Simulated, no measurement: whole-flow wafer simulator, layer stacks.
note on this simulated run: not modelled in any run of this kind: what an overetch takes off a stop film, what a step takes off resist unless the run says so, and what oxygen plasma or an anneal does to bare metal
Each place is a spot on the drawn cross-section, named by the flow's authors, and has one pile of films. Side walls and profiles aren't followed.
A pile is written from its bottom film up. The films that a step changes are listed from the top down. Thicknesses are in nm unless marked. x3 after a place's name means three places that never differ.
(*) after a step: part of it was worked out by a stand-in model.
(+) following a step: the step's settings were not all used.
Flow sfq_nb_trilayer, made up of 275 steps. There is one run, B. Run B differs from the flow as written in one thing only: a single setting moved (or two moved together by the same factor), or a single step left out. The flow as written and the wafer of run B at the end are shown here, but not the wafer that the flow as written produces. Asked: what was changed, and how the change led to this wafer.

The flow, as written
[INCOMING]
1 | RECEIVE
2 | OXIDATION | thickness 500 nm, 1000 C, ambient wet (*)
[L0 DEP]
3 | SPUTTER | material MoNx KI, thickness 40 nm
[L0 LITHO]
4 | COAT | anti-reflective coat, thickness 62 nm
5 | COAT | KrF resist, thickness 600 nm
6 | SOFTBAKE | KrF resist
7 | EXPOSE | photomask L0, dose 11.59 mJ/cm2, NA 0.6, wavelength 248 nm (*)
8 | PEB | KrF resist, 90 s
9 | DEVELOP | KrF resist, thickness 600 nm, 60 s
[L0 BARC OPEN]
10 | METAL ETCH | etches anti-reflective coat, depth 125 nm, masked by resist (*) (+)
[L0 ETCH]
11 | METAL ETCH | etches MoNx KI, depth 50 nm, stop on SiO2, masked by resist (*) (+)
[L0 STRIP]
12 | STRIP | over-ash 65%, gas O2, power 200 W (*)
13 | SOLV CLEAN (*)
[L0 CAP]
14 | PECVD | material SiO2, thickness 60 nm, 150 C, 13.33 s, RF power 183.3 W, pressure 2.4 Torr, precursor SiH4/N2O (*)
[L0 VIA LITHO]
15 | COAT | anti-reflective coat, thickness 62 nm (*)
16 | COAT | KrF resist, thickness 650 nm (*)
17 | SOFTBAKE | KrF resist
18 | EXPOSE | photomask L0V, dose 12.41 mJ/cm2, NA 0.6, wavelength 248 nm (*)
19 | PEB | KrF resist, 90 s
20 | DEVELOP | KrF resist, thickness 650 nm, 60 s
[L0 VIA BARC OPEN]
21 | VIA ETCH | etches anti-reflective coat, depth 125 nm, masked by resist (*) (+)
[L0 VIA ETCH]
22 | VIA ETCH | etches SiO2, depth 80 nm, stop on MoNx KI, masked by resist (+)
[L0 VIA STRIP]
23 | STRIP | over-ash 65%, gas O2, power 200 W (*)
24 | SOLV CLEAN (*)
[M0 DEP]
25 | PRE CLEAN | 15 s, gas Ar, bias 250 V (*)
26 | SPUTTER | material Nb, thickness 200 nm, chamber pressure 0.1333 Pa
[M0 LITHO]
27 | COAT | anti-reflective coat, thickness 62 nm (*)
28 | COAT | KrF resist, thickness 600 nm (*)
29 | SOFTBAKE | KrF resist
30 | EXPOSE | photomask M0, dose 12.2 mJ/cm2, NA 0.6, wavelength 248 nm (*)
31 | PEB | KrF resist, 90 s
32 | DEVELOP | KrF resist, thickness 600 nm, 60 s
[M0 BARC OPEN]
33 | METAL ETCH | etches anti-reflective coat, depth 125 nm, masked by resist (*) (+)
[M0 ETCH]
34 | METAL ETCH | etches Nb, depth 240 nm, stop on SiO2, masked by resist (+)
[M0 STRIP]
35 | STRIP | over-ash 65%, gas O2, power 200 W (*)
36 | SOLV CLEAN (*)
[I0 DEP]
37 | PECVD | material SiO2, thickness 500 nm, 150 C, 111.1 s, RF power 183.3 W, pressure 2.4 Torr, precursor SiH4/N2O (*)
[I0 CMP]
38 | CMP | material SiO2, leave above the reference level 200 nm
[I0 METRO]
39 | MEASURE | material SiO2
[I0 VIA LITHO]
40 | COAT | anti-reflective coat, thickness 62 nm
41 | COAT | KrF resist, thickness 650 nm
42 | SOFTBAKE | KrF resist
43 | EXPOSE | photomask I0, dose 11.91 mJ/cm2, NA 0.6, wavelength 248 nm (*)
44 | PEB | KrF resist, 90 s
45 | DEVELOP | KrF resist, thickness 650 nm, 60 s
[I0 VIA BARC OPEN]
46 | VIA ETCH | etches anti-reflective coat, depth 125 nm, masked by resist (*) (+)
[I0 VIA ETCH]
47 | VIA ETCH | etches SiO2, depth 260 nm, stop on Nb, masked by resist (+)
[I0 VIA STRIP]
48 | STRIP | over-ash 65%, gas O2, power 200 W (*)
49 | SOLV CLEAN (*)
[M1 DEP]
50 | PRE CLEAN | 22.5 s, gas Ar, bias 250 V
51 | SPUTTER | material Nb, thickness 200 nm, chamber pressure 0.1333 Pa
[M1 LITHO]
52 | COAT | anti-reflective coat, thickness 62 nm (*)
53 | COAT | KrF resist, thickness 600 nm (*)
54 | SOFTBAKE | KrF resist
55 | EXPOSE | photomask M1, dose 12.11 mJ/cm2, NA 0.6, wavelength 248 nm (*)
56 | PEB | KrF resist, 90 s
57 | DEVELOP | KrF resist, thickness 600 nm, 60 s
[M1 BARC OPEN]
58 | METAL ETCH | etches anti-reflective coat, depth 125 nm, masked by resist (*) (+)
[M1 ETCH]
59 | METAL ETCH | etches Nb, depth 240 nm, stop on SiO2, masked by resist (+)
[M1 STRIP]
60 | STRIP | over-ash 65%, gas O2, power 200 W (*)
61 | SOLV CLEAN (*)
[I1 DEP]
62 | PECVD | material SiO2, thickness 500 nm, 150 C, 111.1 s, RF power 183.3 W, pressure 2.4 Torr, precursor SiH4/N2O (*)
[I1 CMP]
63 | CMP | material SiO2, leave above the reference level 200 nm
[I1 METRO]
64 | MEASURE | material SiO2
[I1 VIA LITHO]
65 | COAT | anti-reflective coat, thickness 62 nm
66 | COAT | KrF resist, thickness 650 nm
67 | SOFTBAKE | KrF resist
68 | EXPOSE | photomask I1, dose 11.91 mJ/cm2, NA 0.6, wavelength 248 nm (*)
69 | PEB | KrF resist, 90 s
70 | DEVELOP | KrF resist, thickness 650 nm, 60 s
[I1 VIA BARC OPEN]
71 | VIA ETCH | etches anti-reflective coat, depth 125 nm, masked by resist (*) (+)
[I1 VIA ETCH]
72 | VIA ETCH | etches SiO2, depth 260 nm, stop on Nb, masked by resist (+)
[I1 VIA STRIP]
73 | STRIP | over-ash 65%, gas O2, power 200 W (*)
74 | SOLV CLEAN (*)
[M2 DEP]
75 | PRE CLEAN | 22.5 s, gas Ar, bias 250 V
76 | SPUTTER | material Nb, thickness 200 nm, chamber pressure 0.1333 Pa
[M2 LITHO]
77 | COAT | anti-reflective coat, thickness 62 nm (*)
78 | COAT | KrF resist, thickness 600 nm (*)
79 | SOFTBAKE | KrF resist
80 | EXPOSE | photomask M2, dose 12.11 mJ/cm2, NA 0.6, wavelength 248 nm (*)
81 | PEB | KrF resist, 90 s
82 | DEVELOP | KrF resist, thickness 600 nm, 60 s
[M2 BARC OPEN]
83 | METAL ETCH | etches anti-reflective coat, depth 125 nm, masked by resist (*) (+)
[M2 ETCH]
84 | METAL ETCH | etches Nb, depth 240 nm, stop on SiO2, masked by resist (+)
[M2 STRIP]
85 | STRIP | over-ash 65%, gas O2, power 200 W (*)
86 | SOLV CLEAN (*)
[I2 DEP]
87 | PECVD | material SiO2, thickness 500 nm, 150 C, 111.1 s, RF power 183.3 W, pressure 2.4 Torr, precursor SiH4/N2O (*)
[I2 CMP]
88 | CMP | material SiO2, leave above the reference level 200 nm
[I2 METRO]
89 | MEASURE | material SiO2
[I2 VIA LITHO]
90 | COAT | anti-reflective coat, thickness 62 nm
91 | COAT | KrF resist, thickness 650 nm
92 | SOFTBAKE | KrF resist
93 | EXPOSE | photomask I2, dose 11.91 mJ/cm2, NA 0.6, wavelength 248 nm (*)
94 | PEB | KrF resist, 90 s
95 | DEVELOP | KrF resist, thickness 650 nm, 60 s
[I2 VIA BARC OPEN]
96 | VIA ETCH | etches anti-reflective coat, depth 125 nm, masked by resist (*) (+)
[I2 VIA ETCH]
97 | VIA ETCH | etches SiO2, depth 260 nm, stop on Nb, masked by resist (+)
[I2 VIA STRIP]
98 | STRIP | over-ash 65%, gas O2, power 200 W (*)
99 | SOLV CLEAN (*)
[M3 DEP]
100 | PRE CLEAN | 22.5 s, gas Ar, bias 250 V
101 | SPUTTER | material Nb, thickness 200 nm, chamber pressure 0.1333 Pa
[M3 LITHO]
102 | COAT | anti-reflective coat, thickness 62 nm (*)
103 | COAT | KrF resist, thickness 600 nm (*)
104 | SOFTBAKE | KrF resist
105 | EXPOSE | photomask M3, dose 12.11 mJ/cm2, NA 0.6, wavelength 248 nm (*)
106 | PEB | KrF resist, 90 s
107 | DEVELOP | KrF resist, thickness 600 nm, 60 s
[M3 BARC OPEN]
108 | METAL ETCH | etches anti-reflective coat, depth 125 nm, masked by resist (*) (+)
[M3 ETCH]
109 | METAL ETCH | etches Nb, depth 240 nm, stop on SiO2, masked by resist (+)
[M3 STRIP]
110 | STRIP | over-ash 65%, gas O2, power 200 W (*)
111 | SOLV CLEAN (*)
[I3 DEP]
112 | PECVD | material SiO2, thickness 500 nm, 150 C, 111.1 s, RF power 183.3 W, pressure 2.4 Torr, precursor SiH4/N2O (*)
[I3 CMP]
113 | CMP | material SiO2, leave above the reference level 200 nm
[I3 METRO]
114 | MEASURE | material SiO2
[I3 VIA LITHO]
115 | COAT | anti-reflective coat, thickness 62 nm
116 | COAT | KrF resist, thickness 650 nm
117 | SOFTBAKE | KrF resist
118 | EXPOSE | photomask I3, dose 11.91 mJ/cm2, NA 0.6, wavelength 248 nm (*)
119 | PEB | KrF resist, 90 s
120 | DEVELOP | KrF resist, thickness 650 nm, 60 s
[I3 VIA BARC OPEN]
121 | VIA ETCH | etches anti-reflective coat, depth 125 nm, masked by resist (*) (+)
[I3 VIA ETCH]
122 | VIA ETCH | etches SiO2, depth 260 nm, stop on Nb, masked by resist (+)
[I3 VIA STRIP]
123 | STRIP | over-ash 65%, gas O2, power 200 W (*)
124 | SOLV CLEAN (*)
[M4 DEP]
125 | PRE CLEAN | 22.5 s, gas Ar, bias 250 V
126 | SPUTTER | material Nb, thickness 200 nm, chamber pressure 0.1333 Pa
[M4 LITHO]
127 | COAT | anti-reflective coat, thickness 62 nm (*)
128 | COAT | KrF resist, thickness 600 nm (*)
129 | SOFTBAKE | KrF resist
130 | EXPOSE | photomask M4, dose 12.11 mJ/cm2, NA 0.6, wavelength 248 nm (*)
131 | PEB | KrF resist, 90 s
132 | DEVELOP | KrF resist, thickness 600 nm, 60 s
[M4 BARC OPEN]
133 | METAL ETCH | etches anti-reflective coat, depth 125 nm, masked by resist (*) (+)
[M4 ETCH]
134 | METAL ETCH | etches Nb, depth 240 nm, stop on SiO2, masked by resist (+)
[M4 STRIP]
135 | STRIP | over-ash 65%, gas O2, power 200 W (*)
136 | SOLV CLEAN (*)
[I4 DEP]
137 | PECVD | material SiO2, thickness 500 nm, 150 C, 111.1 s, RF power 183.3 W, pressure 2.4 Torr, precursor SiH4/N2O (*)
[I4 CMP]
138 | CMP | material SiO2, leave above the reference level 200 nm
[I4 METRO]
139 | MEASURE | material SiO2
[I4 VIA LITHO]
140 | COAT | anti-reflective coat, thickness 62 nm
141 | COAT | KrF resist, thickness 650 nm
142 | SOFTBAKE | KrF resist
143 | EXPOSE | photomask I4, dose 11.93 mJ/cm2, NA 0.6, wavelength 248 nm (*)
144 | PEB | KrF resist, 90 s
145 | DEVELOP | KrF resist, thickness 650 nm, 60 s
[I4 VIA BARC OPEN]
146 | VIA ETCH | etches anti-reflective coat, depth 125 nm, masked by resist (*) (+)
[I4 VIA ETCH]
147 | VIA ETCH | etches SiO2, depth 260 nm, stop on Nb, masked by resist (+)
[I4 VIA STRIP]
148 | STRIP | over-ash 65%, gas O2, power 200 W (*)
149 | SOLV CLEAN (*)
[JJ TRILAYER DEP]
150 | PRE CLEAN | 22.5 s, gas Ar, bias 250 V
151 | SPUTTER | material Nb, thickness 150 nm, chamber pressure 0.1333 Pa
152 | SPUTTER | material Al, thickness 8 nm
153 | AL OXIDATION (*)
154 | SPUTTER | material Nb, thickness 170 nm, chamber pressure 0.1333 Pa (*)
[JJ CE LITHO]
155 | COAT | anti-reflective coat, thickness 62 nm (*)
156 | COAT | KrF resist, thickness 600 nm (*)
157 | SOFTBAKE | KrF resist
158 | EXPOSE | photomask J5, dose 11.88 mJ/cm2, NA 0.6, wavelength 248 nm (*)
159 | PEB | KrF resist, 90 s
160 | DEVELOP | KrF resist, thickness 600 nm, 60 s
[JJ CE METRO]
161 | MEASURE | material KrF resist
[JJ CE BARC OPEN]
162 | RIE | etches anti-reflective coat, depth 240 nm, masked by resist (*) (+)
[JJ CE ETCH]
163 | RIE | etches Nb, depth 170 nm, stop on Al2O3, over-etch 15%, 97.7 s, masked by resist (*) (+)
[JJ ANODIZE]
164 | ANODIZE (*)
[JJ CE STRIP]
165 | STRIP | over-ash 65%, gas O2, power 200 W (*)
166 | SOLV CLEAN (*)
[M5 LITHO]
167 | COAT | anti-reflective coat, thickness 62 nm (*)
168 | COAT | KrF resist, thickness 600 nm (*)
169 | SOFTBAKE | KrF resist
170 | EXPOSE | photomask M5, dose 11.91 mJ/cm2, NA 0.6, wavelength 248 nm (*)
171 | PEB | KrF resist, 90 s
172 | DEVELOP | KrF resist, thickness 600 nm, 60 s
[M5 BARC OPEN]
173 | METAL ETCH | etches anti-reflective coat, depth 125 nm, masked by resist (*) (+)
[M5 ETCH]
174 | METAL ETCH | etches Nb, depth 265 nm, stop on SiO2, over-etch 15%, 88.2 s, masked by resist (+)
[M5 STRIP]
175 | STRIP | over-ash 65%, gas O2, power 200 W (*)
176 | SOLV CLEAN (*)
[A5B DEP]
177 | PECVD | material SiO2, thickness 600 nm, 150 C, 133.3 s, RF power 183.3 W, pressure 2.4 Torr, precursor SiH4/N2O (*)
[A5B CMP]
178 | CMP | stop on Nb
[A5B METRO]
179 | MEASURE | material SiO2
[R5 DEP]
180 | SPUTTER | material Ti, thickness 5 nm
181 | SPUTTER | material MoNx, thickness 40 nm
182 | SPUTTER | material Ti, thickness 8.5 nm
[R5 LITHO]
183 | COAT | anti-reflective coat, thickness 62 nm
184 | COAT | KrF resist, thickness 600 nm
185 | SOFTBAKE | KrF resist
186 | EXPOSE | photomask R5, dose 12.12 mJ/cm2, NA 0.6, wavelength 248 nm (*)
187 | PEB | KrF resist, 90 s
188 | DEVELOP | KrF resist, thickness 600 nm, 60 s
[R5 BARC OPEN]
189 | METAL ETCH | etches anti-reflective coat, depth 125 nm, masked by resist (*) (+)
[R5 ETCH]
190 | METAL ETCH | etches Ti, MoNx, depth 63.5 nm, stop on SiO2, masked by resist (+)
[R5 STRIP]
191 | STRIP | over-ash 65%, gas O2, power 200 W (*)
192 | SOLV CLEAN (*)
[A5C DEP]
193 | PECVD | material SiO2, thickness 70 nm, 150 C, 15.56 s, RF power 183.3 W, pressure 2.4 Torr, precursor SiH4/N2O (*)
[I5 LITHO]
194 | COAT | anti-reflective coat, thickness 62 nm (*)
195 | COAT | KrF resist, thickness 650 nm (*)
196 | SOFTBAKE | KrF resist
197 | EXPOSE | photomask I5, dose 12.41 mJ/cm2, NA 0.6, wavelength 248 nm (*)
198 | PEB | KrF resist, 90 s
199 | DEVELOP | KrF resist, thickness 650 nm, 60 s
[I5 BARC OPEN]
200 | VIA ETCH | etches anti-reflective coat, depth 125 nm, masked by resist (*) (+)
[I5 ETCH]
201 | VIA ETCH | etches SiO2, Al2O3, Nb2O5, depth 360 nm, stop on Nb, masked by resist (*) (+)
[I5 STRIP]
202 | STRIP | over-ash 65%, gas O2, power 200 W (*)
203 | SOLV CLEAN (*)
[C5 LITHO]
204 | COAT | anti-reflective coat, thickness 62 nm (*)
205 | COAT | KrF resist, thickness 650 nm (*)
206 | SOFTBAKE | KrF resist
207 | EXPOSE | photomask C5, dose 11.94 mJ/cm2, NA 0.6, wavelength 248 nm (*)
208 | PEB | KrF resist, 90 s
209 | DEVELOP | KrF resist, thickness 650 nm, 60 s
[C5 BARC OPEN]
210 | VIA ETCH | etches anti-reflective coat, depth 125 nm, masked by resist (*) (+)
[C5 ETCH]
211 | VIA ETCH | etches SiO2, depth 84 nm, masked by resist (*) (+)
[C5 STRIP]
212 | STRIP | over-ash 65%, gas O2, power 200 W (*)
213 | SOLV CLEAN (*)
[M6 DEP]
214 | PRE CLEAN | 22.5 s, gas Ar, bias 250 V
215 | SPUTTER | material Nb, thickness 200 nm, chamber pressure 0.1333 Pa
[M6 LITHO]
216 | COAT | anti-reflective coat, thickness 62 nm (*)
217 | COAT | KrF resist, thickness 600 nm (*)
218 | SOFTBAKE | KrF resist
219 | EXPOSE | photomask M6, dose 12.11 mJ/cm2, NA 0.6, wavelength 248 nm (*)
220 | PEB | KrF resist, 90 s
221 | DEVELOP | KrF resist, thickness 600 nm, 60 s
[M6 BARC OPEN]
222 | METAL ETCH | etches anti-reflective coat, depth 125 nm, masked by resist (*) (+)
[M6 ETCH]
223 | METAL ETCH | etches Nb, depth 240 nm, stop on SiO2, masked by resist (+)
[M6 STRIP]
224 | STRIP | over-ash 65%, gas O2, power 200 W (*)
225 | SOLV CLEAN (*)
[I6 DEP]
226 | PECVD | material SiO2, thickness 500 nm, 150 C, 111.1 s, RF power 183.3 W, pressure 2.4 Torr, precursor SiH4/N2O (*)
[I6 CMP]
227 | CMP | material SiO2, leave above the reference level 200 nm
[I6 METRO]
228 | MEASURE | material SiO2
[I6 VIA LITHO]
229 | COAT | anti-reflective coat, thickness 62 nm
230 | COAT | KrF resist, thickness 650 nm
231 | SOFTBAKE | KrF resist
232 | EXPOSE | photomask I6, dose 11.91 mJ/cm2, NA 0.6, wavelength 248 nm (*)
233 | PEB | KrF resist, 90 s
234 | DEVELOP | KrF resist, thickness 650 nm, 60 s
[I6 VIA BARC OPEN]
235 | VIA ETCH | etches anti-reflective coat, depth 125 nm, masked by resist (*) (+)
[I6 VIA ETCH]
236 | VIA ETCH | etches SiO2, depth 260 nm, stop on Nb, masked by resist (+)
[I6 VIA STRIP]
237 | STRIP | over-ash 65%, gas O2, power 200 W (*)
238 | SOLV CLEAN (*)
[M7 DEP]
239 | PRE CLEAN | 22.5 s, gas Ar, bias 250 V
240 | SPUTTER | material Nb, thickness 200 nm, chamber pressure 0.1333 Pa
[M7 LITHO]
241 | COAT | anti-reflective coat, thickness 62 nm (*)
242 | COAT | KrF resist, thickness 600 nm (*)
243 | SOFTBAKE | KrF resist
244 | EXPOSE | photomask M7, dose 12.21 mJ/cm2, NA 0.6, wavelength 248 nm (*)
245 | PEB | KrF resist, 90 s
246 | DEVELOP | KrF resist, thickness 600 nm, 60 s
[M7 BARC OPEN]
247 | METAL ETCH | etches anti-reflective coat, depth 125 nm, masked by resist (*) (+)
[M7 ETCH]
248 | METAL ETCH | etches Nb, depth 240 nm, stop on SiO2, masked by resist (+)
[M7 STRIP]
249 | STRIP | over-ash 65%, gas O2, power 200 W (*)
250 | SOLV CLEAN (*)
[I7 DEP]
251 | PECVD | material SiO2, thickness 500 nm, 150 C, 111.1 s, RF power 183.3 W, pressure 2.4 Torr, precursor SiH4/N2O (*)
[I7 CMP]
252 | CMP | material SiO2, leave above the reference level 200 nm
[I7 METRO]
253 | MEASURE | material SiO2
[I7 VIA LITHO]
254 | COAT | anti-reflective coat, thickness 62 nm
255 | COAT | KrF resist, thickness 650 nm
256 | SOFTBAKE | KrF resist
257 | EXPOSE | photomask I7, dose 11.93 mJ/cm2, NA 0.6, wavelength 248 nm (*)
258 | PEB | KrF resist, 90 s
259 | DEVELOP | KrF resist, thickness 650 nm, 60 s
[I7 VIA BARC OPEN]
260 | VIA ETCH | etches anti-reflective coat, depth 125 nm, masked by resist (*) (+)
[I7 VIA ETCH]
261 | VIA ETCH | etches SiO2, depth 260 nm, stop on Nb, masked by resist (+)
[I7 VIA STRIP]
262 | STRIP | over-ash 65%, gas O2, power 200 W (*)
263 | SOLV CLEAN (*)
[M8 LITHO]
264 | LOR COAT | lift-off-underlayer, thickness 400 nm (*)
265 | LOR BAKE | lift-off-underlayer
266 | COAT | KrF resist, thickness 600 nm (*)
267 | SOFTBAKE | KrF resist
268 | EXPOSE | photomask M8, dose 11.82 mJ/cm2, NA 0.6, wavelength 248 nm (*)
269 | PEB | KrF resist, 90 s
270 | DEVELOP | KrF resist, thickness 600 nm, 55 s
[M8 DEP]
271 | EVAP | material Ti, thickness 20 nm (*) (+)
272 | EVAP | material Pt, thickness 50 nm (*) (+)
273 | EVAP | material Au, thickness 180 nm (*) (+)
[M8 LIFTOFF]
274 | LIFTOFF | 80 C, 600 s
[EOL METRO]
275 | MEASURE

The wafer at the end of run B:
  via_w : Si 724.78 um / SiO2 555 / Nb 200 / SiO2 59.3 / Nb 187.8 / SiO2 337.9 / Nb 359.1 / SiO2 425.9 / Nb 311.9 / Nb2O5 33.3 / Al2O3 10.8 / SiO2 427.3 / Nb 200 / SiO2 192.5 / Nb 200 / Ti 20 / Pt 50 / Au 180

What caused this: step 47, VIA ETCH: depth 133 nm was run, though the flow has depth 260 nm.

Step by step, how the change led to this:
  47 | VIA ETCH | etches SiO2, depth 260 nm, stop on Nb, masked by resist (+)
      via_w: -133 SiO2 (it would be, as written: -199.8 SiO2 (all of it))
      field_l, v_sur, via_wl and 102 more: -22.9 KrF resist (it would be, as written: -44.8 KrF resist)
  48 | STRIP | over-ash 65%, gas O2, power 200 W (*)
      field_l, v_sur, via_wl and 102 more: -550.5 KrF resist (all of it), -62 anti-reflective coat (all of it) (it would be, as written: -528.6 KrF resist (all of it), -62 anti-reflective coat (all of it))
  50 | PRE CLEAN | 22.5 s, gas Ar, bias 250 V
      via_w: -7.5 SiO2 (it would be, as written: -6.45 Nb)
  51 | SPUTTER | material Nb, thickness 200 nm, chamber pressure 0.1333 Pa
      via_w: +187.8 Nb (new film) (it would be, as written: +174.5 Nb)
  52 | COAT | anti-reflective coat, thickness 62 nm (*)
      via_wl: +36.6 anti-reflective coat (new film) (it would be, as written: +33.8 anti-reflective coat (new film))
      via_w: +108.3 anti-reflective coat (new film) (it would be, as written: +123.1 anti-reflective coat (new film))
      (also at 1 further place)
  53 | COAT | KrF resist, thickness 600 nm (*)
      via_w: +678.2 KrF resist (new film) (it would be, as written: +731.8 KrF resist (new film))
  60 | STRIP | over-ash 65%, gas O2, power 200 W (*)
      via_wl: -390.9 KrF resist (all of it), -36.6 anti-reflective coat (all of it) (it would be, as written: -385.5 KrF resist (all of it), -33.8 anti-reflective coat (all of it))
      via_w: -460.3 KrF resist (all of it), -108.3 anti-reflective coat (all of it) (it would be, as written: -513.8 KrF resist (all of it), -123.1 anti-reflective coat (all of it))
      (also at 1 further place)
  62 | PECVD | material SiO2, thickness 500 nm, 150 C, 111.1 s, RF power 183.3 W, pressure 2.4 Torr, precursor SiH4/N2O (*)
      via_w: +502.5 SiO2 (new film) (it would be, as written: +606 SiO2 (new film))
  63 | CMP | material SiO2, leave above the reference level 200 nm
      via_w: -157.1 SiO2 (it would be, as written: -181.6 SiO2)
Taking metal films that touch as one body, via_w has 6 bodies (between them, from the top down: SiO2 192.5; SiO2 427.3 / Al2O3 10.8 / Nb2O5 33.3; SiO2 425.9; SiO2 337.9; SiO2 59.3); the flow as written gives 5 bodies (between them, from the top down: SiO2 192.5; SiO2 427.3 / Al2O3 10.8 / Nb2O5 33.3; SiO2 425.9; SiO2 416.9).
